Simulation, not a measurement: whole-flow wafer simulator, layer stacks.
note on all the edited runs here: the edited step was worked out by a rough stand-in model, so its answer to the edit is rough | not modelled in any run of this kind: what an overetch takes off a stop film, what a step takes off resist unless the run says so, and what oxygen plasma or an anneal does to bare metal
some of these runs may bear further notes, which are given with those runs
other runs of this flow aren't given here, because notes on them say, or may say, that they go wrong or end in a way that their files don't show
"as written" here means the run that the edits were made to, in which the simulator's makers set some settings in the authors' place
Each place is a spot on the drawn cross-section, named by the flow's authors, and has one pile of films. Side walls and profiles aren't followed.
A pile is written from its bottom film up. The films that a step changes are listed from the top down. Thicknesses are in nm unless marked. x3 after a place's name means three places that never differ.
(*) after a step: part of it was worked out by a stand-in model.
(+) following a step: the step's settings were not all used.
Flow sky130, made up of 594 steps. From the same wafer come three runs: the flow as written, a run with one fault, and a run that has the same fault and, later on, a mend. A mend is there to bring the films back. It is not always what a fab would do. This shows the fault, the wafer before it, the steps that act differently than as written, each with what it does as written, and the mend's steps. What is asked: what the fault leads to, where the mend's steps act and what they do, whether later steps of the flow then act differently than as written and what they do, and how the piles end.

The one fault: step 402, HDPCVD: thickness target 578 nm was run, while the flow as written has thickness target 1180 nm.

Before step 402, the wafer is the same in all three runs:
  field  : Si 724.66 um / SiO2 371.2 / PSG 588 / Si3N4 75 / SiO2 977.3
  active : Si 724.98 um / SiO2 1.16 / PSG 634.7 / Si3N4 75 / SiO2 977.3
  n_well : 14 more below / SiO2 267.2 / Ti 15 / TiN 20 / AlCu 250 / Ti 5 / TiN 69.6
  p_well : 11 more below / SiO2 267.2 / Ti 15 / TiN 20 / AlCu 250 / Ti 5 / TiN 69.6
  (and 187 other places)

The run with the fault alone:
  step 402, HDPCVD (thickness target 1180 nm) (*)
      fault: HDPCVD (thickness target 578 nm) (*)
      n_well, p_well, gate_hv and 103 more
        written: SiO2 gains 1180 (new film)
        fault: SiO2 gains 578 (new film)
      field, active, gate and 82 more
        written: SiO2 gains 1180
        fault: SiO2 gains 578
  Later steps of the flow acting differently than as written (22 more steps, not shown, differ only slightly: by at most 2% or 0.5 nm, whichever is larger):
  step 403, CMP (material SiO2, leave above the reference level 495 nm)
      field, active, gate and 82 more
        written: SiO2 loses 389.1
        fault: nothing
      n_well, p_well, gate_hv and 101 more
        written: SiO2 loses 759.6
        fault: SiO2 loses 157.6
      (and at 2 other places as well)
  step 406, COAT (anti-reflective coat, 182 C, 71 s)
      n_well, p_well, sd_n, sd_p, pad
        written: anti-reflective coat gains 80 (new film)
        fault: anti-reflective coat gains 3 (new film)
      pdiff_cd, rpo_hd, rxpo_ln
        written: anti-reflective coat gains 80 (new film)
        fault: anti-reflective coat gains 61.5 (new film)
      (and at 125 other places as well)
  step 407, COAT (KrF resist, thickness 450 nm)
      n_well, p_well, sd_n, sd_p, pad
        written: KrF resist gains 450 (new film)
        fault: KrF resist gains 296.8 (new film)
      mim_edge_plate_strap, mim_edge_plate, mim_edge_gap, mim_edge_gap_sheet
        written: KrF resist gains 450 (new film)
        fault: KrF resist gains 431.6 (new film)
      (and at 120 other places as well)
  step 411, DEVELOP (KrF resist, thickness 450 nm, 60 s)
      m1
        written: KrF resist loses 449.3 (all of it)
        fault: KrF resist loses 377 (all of it)
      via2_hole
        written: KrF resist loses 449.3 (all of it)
        fault: KrF resist loses 324.2 (all of it)
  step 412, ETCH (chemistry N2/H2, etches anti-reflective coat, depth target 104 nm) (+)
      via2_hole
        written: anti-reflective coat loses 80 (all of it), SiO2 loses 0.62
        fault: anti-reflective coat loses 19 (all of it)
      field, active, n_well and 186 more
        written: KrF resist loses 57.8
        fault: KrF resist loses 11.5
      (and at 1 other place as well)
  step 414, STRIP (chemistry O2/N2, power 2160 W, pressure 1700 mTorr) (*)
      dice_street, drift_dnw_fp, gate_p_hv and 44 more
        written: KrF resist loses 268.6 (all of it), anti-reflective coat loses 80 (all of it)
        fault: KrF resist loses 315 (all of it), anti-reflective coat loses 80 (all of it)
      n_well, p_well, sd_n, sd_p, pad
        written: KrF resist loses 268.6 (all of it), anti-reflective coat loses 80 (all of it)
        fault: KrF resist loses 162 (all of it), anti-reflective coat loses 3 (all of it)
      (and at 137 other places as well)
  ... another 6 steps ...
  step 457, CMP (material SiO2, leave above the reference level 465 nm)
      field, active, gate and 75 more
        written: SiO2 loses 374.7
        fault: SiO2 loses 393.2
  By the end, the piles at field, active, gate and 85 more depart from the flow's by more than 2% or 0.5 nm, whichever is larger.
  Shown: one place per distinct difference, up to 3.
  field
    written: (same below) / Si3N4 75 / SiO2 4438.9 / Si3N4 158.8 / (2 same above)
    fault: (same below) / Si3N4 75 / SiO2 1555.3 / TiN 20 / W 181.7 / SiO2 2681.9 / Si3N4 158.8 / (2 same above)
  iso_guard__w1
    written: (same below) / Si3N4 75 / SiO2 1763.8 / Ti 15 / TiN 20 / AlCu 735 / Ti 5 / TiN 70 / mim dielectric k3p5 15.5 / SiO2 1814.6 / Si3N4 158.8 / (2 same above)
    fault: (same below) / Si3N4 75 / SiO2 1555.3 / TiN 20 / W 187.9 / Ti 15 / TiN 20 / AlCu 735 / Ti 5 / TiN 70 / mim dielectric k3p5 15.5 / SiO2 1815.2 / Si3N4 158.8 / (2 same above)
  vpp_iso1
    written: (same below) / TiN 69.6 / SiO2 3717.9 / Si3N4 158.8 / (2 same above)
    fault: (same below) / TiN 69.6 / SiO2 834.3 / TiN 20 / W 181.7 / SiO2 2681.9 / Si3N4 158.8 / (2 same above)

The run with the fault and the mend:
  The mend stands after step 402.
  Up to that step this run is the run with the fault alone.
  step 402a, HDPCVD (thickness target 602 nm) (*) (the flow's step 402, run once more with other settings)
      field, active, n_well and 188 more
        SiO2 gains 602
  Later steps of the flow that are run all act as written at every place that is followed, up to a difference of at most 2% or 0.5 nm, whichever is larger.
  By the end, the piles equal the flow's at every place that both follow.
